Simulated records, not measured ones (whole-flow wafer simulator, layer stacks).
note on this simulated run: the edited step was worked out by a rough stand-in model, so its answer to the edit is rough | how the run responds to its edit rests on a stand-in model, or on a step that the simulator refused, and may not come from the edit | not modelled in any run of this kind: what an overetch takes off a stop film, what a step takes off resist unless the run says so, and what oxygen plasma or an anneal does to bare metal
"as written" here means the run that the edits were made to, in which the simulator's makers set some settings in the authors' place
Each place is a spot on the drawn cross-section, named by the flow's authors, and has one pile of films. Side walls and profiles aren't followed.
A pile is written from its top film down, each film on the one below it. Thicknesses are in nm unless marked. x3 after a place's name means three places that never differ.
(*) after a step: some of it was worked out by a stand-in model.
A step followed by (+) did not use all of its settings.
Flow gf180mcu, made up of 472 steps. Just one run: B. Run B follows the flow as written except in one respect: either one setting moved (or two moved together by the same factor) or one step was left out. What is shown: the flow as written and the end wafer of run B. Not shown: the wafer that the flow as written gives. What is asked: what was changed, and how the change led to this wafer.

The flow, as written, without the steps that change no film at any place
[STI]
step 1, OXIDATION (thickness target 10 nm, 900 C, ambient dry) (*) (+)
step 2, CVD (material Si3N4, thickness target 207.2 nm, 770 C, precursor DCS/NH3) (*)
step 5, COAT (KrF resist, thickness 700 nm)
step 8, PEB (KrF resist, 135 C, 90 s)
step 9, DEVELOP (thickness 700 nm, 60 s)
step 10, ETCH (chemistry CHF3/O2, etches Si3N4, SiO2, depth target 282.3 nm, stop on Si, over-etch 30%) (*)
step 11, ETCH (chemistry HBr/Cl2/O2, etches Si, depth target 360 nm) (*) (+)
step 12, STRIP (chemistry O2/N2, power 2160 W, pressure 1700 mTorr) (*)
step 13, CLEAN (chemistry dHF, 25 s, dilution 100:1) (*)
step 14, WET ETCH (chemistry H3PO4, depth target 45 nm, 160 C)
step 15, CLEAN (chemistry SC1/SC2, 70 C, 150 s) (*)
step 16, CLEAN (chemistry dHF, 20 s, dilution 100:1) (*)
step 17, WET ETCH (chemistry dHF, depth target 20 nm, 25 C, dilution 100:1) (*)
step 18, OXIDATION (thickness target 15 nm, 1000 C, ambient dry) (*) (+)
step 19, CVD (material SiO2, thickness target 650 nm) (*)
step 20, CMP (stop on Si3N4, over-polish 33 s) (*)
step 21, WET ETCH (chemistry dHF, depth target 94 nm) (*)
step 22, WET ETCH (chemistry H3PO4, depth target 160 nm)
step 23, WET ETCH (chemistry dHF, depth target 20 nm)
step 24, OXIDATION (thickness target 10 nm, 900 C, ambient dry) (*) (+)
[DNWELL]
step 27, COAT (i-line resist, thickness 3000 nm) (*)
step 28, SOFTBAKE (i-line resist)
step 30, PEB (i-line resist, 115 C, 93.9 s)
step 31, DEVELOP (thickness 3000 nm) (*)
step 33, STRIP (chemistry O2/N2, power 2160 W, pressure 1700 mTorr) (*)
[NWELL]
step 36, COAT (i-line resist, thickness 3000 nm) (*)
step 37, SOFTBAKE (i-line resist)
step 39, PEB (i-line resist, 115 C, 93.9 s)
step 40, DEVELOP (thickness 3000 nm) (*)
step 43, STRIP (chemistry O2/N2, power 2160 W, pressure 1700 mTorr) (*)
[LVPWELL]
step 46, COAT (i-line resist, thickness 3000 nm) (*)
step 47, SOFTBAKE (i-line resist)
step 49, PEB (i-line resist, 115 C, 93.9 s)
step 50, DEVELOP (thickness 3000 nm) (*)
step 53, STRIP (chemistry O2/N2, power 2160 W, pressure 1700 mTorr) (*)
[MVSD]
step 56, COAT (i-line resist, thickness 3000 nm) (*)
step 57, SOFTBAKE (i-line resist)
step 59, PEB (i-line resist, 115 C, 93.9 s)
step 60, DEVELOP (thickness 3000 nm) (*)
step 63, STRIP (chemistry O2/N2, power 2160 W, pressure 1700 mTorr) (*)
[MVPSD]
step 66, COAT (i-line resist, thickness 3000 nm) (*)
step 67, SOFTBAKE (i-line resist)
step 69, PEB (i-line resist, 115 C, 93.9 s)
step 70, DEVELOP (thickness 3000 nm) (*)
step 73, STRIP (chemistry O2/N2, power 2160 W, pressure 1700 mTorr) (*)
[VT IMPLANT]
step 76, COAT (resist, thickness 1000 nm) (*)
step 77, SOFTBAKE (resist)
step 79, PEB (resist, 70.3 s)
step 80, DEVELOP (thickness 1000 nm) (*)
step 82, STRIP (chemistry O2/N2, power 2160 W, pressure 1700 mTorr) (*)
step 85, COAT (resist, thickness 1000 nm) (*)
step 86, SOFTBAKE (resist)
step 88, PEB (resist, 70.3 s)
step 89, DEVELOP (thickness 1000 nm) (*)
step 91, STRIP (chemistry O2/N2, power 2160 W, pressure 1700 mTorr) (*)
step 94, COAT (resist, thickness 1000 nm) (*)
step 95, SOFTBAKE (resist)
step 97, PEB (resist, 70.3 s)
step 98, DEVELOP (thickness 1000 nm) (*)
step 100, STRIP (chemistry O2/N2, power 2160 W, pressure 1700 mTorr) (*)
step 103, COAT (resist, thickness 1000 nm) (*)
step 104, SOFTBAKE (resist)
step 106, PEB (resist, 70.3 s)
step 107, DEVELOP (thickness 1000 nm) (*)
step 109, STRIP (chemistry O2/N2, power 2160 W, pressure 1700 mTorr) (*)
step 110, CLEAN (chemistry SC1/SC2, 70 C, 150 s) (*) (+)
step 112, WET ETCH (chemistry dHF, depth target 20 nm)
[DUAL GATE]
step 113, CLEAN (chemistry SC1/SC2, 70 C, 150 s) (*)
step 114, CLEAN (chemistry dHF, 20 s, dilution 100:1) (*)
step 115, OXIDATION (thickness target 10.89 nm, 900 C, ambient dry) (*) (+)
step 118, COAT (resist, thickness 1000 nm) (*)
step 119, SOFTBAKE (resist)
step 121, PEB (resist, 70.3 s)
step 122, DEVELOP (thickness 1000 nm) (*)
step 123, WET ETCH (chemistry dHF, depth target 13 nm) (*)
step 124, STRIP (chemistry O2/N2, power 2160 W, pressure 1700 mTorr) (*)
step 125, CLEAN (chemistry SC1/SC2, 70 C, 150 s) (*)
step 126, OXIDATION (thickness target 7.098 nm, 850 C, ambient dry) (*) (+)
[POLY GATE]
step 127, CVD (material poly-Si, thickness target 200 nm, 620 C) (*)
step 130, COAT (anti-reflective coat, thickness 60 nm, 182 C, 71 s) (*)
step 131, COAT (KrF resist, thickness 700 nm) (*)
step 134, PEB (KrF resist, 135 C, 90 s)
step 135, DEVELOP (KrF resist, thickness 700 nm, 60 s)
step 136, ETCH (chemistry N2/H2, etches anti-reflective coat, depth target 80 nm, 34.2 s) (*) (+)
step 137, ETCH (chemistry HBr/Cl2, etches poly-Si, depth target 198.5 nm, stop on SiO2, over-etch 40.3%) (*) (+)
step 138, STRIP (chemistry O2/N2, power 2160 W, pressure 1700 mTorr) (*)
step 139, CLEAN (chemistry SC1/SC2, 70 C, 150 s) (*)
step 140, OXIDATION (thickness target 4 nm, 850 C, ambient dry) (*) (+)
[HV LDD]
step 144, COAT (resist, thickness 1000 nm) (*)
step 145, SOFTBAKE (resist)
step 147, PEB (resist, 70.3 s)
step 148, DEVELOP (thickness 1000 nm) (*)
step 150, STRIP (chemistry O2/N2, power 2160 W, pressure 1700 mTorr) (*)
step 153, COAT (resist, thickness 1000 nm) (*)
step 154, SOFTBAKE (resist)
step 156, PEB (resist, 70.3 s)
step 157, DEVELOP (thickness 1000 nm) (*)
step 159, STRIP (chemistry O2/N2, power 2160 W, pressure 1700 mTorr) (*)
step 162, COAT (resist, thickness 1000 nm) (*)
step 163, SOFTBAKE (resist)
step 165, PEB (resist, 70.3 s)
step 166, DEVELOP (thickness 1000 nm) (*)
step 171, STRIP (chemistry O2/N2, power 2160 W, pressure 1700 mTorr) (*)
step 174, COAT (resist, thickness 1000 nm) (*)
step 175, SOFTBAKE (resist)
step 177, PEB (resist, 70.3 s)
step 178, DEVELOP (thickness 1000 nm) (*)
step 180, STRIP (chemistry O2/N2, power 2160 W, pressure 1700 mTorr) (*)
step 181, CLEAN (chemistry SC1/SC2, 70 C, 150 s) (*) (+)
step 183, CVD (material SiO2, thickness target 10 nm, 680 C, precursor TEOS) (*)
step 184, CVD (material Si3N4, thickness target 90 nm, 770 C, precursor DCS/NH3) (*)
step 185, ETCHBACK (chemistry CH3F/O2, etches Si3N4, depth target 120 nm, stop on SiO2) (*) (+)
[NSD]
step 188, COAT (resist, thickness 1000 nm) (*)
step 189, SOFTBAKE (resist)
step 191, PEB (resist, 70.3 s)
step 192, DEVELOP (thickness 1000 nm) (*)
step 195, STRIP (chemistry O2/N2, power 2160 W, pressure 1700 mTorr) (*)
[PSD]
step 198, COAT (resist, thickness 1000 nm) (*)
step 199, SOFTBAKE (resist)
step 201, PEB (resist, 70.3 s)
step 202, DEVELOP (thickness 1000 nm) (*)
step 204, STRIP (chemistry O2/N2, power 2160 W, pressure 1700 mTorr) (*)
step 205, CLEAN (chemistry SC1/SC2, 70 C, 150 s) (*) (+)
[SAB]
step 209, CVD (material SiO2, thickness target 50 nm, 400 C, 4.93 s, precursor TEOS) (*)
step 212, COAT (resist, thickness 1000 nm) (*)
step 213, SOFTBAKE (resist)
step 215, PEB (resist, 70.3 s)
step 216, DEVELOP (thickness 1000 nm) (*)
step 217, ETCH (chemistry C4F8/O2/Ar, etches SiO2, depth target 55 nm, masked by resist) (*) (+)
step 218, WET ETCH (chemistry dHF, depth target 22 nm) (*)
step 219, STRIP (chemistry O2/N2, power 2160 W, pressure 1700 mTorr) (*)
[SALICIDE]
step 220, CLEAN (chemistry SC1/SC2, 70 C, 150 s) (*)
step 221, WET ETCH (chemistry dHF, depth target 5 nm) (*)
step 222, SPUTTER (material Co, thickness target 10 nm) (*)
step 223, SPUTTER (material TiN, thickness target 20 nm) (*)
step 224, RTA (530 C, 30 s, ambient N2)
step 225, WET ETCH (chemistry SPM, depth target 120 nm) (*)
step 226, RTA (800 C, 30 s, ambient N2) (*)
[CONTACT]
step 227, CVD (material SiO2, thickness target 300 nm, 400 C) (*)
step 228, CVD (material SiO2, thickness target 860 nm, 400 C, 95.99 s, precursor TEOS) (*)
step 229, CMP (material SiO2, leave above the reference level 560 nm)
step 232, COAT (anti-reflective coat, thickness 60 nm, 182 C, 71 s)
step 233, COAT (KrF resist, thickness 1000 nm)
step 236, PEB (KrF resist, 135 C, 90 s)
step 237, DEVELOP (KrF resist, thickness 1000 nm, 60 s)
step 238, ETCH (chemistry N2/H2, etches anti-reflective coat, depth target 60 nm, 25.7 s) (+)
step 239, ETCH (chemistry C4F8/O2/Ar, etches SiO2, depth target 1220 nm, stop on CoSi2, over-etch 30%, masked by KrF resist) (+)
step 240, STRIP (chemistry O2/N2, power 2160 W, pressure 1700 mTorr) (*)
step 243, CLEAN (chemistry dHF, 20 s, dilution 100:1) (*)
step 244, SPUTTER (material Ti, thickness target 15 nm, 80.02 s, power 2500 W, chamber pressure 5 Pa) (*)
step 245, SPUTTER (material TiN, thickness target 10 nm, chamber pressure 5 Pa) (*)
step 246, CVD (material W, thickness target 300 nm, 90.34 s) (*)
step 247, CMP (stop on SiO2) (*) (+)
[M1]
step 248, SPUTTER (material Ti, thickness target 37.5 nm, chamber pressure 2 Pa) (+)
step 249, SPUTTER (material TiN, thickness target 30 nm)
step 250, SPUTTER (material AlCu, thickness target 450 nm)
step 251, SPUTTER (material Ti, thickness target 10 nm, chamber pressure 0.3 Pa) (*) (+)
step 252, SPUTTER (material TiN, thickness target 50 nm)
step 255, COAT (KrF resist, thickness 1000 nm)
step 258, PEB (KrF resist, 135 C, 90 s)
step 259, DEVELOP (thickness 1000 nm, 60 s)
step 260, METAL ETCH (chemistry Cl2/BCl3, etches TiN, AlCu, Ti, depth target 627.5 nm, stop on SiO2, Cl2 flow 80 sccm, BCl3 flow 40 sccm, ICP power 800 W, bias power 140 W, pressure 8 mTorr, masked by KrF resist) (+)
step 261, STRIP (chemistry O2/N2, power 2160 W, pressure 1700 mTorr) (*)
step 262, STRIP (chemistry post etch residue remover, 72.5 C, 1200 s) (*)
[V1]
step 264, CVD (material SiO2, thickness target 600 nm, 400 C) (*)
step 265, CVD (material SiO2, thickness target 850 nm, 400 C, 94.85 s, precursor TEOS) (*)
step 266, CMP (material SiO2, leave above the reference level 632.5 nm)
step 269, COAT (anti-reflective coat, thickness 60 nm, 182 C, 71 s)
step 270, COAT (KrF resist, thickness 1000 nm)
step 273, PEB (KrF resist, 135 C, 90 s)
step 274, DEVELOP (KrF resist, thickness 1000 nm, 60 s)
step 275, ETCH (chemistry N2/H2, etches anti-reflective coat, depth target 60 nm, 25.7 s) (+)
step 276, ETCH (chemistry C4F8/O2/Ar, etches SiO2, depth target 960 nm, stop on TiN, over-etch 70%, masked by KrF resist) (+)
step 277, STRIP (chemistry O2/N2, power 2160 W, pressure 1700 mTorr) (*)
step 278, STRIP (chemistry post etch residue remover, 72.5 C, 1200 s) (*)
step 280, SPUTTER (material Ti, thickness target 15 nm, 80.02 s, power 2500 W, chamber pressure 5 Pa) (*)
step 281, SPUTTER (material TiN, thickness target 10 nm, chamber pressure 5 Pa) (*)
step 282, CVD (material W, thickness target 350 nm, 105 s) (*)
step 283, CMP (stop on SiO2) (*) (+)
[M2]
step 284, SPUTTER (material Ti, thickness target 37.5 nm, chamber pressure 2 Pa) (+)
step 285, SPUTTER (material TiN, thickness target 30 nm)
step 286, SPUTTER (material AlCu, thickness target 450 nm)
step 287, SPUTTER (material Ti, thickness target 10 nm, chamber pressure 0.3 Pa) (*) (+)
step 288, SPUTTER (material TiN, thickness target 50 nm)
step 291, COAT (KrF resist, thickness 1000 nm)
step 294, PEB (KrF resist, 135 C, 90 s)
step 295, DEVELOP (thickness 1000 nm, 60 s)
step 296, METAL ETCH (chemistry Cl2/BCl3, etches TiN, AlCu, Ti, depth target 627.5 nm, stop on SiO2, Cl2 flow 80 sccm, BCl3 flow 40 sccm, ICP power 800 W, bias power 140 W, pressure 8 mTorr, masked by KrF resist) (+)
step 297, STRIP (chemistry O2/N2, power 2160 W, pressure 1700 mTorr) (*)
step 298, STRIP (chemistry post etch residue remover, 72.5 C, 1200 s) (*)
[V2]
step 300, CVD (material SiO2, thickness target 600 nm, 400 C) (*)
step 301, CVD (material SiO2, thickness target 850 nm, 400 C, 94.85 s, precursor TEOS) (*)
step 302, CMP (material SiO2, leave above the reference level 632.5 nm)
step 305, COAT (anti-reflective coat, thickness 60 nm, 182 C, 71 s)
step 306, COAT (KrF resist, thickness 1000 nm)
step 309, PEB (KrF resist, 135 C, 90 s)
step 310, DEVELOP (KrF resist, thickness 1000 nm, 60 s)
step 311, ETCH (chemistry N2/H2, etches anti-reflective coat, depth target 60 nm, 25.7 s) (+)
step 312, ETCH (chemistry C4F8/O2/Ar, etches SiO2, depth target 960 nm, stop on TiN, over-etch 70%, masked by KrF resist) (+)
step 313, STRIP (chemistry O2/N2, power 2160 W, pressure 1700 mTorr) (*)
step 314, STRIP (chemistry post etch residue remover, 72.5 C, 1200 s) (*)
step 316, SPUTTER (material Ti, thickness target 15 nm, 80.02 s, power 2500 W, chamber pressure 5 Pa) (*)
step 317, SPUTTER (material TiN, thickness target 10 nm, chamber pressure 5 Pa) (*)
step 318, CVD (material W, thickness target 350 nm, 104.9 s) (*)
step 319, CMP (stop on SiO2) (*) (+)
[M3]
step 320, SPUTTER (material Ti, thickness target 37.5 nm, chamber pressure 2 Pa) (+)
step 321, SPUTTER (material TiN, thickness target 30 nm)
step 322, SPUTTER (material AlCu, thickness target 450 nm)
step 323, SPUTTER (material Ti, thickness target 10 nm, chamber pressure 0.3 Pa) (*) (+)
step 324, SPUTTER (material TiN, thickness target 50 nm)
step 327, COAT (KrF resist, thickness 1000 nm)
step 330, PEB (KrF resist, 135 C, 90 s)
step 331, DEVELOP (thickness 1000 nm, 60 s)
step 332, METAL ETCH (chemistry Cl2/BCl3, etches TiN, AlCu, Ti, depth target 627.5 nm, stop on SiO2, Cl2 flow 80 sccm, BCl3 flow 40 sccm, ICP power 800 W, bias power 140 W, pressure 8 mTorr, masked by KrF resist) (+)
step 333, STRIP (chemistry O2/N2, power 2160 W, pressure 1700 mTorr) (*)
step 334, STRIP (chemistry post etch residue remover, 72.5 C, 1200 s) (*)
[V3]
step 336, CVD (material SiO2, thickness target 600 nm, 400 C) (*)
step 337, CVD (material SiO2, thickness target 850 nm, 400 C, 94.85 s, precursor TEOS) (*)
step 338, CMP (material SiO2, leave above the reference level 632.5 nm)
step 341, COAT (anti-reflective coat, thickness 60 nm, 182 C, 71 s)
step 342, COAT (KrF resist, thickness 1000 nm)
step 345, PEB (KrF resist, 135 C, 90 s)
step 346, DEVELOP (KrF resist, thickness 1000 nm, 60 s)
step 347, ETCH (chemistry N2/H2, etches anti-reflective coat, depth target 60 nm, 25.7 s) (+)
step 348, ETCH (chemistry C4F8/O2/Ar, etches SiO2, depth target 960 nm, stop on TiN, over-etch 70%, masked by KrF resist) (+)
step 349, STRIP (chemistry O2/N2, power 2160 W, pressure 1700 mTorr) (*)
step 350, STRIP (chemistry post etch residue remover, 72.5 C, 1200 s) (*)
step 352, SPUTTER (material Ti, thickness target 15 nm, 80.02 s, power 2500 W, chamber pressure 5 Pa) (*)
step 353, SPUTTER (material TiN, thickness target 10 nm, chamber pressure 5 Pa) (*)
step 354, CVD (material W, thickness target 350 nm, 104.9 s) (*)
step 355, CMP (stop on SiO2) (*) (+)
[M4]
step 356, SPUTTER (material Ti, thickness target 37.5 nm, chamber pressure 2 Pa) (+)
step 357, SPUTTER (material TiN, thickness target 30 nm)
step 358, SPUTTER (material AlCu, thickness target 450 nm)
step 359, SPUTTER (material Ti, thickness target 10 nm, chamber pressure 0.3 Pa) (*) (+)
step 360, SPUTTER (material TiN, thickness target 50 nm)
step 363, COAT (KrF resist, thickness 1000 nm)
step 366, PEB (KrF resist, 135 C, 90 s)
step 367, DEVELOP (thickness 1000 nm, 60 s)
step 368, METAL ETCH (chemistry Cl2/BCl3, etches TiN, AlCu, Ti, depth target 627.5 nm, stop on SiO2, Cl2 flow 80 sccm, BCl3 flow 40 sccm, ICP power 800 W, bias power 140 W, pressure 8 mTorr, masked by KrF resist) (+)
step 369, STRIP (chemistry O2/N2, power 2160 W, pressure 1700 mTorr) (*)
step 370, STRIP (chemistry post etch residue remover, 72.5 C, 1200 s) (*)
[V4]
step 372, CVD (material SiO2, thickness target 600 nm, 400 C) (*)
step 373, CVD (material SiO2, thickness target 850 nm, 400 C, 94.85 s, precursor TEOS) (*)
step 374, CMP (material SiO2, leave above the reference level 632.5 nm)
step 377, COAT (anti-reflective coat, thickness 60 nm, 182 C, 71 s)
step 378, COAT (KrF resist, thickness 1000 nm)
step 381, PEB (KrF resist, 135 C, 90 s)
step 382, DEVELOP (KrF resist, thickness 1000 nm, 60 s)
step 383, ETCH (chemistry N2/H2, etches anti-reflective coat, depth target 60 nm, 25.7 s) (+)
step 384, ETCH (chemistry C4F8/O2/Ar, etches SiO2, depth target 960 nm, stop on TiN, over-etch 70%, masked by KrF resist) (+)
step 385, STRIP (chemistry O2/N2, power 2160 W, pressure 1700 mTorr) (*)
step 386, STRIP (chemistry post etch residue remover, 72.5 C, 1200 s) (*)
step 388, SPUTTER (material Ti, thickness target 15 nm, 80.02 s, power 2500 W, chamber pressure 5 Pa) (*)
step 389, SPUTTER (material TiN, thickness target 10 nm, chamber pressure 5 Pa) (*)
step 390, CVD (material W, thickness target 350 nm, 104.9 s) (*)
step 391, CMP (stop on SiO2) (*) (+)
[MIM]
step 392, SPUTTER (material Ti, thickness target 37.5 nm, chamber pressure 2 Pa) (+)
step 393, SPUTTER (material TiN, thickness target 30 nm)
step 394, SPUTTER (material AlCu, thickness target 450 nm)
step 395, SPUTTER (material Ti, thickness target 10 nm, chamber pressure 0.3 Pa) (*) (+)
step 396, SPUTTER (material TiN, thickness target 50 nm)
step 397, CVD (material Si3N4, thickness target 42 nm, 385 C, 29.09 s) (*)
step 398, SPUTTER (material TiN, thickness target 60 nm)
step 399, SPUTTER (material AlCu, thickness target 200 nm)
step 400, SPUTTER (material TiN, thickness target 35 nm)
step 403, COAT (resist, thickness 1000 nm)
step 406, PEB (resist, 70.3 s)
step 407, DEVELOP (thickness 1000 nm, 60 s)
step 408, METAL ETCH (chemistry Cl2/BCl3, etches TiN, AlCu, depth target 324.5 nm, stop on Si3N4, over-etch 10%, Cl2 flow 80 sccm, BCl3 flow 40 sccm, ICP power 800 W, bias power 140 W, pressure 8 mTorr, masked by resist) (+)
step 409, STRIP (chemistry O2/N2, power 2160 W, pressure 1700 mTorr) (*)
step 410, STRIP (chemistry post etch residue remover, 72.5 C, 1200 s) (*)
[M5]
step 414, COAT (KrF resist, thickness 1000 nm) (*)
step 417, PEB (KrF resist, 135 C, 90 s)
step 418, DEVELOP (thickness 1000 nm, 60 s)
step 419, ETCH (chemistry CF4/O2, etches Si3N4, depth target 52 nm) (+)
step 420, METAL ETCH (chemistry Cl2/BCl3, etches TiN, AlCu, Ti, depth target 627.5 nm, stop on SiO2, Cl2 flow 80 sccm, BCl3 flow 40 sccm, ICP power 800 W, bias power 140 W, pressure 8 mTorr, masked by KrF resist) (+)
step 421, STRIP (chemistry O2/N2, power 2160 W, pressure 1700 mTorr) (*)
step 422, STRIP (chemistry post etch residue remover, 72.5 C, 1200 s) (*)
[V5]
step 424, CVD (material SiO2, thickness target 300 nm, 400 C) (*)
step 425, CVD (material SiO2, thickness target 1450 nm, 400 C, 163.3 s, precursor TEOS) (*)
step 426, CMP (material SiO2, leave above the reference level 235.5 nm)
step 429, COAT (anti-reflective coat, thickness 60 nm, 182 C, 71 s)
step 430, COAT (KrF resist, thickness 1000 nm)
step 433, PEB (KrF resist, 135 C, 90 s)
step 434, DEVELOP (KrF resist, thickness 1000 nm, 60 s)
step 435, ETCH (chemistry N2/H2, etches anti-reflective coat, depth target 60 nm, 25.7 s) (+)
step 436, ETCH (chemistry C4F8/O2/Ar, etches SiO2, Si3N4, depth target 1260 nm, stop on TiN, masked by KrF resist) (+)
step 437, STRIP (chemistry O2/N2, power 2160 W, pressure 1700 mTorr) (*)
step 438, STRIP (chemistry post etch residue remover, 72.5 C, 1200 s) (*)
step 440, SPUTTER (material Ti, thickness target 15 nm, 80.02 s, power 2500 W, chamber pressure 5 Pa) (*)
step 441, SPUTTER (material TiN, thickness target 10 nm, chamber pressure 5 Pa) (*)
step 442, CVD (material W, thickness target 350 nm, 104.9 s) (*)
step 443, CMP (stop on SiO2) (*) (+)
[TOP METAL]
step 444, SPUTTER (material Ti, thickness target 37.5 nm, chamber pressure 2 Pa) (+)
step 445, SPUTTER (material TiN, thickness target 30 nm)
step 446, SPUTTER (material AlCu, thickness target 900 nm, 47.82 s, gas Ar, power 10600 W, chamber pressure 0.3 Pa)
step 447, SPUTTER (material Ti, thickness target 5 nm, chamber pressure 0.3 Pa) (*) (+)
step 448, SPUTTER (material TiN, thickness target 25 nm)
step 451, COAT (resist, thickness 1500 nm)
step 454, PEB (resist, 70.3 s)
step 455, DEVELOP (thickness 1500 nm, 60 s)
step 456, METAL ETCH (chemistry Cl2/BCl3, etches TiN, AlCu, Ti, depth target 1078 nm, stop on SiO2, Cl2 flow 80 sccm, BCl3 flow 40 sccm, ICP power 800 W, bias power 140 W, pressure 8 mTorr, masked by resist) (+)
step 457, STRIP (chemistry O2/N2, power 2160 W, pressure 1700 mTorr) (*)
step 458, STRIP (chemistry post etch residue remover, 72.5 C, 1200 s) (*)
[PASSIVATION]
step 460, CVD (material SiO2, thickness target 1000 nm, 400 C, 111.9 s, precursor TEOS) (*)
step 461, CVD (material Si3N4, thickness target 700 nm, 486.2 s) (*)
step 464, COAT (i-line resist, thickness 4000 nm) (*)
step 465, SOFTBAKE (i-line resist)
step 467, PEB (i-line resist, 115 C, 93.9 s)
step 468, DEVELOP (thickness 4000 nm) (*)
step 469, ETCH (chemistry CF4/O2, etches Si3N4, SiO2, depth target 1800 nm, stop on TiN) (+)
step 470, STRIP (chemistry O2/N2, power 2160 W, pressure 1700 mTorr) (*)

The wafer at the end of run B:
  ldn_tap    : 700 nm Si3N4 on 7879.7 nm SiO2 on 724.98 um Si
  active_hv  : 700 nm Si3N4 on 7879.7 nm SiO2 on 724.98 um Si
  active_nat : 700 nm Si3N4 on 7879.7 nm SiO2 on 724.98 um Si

The reason: step 217, ETCH: depth target 24.8 nm was run, while the flow as written has depth target 55 nm.

The path from the change to this, step by step:
  step 217, ETCH (chemistry C4F8/O2/Ar, etches SiO2, depth target 55 nm, masked by resist) (*) (+)
      spacer: SiO2 loses 24.8 (as written it would have been: SiO2 loses 50 (all of it), Si3N4 loses 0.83)
      field, field__w1, field__w2 and 96 more: SiO2 loses 24.8 (as written it would have been: SiO2 loses 55)
      (and at 11 other places as well)
  step 218, WET ETCH (chemistry dHF, depth target 22 nm) (*)
      ldn_tap, ldn_src, ldn_drn, ldp_tap, ldp_src, ldp_drn, ldp_gr: SiO2 loses 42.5 (as written it would have been: SiO2 loses 16 (all of it))
      ld_drn_n, ld_sd_p: SiO2 loses 41.7 (as written it would have been: SiO2 loses 14.8 (all of it))
      (and at 91 other places as well)
  step 219, STRIP (chemistry O2/N2, power 2160 W, pressure 1700 mTorr) (*)
      active_hv, active_nat, ld_sd_n and 11 more: nothing (as written it would have been: chemical SiO2 gains 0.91 (new film), Si loses 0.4)
  step 221, WET ETCH (chemistry dHF, depth target 5 nm) (*)
      active_hv, active_nat, ld_drn_n and 9 more: SiO2 loses 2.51 (as written it would have been: chemical SiO2 loses 0.76 (all of it))
      ld_sd_n: SiO2 loses 2.8 (all of it) (as written it would have been: chemical SiO2 loses 0.76 (all of it))
      (and at 1 other place as well)
  step 223, SPUTTER (material TiN, thickness target 20 nm) (*)
      field__w12: TiN gains 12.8 (new film) (as written it would have been: TiN gains 12 (new film))
      ld_sd_n: TiN gains 16.1 (new film) (as written it would have been: TiN gains 15.5 (new film))
  step 224, RTA (530 C, 30 s, ambient N2)
      ldn_tap, ldn_src, ldn_drn, ldp_tap, ldp_src, ldp_drn, ldp_gr: nothing (as written it would have been: under 1 film: CoSi gains 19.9 (new film), Co loses 10 (all of it), Si loses 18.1)
      active_hv: nothing (as written it would have been: under 1 film: CoSi gains 19 (new film), Co loses 9.55 (all of it), Si loses 17.3)
      (and at 4 other places as well)
  step 225, WET ETCH (chemistry SPM, depth target 120 nm) (*)
      ldn_tap, ldn_src, ldn_drn, ldp_tap, ldp_src, ldp_drn, ldp_gr: TiN loses 20 (all of it), Co loses 10 (all of it) (as written it would have been: TiN loses 20 (all of it))
      active_hv: TiN loses 19 (all of it), Co loses 9.55 (all of it) (as written it would have been: TiN loses 19 (all of it))
      (and at 6 other places as well)
  step 226, RTA (800 C, 30 s, ambient N2) (*)
      ldn_tap, ldn_src, ldn_drn, ldp_tap, ldp_src, ldp_drn, ldp_gr: nothing (as written it would have been: CoSi2 gains 35 (new film), CoSi loses 19.9 (all of it), Si loses 18.1)
      active_hv: nothing (as written it would have been: CoSi2 gains 33.4 (new film), CoSi loses 19 (all of it), Si loses 17.3)
      (and at 4 other places as well)
  step 227, CVD (material SiO2, thickness target 300 nm, 400 C) (*)
      active_hv, active_nat, ld_drn_n and 9 more: SiO2 gains 300 (as written it would have been: SiO2 gains 300 (new film))
  step 229, CMP (material SiO2, leave above the reference level 560 nm)
      ldn_sep__w1, ldn_sep__w2, ldn_dft and 8 more: SiO2 loses 322.2 (as written it would have been: SiO2 loses 311)
      sti, mim_1p0, pad, dice_street, iso_nw_fld, iso_fld_sub: SiO2 loses 308 (as written it would have been: SiO2 loses 296.8)
      (and at 34 other places as well)
Taking metal films that touch as one body, ldn_tap has 0 bodies; the flow as written gives 1 body.
Taking metal films that touch as one body, active_hv has 0 bodies; the flow as written gives 1 body.
Taking metal films that touch as one body, active_nat has 0 bodies; the flow as written gives 1 body.
